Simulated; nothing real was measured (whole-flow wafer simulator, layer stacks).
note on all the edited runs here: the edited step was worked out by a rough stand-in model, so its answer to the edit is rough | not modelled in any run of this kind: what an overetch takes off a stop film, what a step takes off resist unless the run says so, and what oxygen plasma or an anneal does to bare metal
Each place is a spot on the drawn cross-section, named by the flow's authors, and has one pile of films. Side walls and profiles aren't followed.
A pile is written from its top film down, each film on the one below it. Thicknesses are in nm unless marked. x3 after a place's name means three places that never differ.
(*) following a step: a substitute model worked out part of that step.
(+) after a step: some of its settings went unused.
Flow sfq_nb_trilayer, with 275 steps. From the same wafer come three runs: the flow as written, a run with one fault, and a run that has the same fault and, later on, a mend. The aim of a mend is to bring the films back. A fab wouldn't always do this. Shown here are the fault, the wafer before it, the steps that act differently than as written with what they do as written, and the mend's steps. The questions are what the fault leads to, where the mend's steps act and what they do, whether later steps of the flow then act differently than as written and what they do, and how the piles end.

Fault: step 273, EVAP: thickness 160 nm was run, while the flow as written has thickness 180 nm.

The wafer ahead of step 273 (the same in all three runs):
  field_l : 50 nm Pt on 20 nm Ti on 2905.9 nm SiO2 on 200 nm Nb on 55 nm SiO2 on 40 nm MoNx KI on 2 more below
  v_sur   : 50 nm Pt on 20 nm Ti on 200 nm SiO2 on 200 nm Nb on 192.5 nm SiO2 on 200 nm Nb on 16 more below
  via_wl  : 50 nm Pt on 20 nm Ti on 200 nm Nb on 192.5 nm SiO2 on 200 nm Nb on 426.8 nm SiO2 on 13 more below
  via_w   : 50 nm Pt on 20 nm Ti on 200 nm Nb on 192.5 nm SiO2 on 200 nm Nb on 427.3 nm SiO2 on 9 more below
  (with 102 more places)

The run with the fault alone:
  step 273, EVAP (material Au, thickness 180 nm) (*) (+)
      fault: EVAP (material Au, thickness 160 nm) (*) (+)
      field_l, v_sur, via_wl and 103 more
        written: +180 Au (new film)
        fault: +160 Au (new film)
  Steps later in the flow that act otherwise than as written:
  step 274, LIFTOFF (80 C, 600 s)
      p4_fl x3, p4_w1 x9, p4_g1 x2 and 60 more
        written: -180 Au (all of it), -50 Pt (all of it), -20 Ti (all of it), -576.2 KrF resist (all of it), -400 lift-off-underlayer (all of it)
        fault: -160 Au (all of it), -50 Pt (all of it), -20 Ti (all of it), -576.2 KrF resist (all of it), -400 lift-off-underlayer (all of it)
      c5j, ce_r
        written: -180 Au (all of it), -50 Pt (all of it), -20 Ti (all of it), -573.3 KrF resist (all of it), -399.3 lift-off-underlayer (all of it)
        fault: -160 Au (all of it), -50 Pt (all of it), -20 Ti (all of it), -573.3 KrF resist (all of it), -399.3 lift-off-underlayer (all of it)
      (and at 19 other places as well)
  By the end, the piles at field_l, v_sur, via_wl and 8 more depart from the flow's by more than 2% or 0.5 nm, whichever is larger.
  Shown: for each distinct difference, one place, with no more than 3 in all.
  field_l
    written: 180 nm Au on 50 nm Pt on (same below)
    fault: 160 nm Au on 50 nm Pt on (same below)

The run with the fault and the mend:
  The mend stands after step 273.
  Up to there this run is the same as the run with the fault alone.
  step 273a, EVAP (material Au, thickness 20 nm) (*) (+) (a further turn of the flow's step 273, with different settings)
      field_l, v_sur, via_wl and 103 more
        +20 Au
  Every later step of the flow that is run acts as written at every place that is followed.
  The piles end the same as the flow's at every place that both follow.
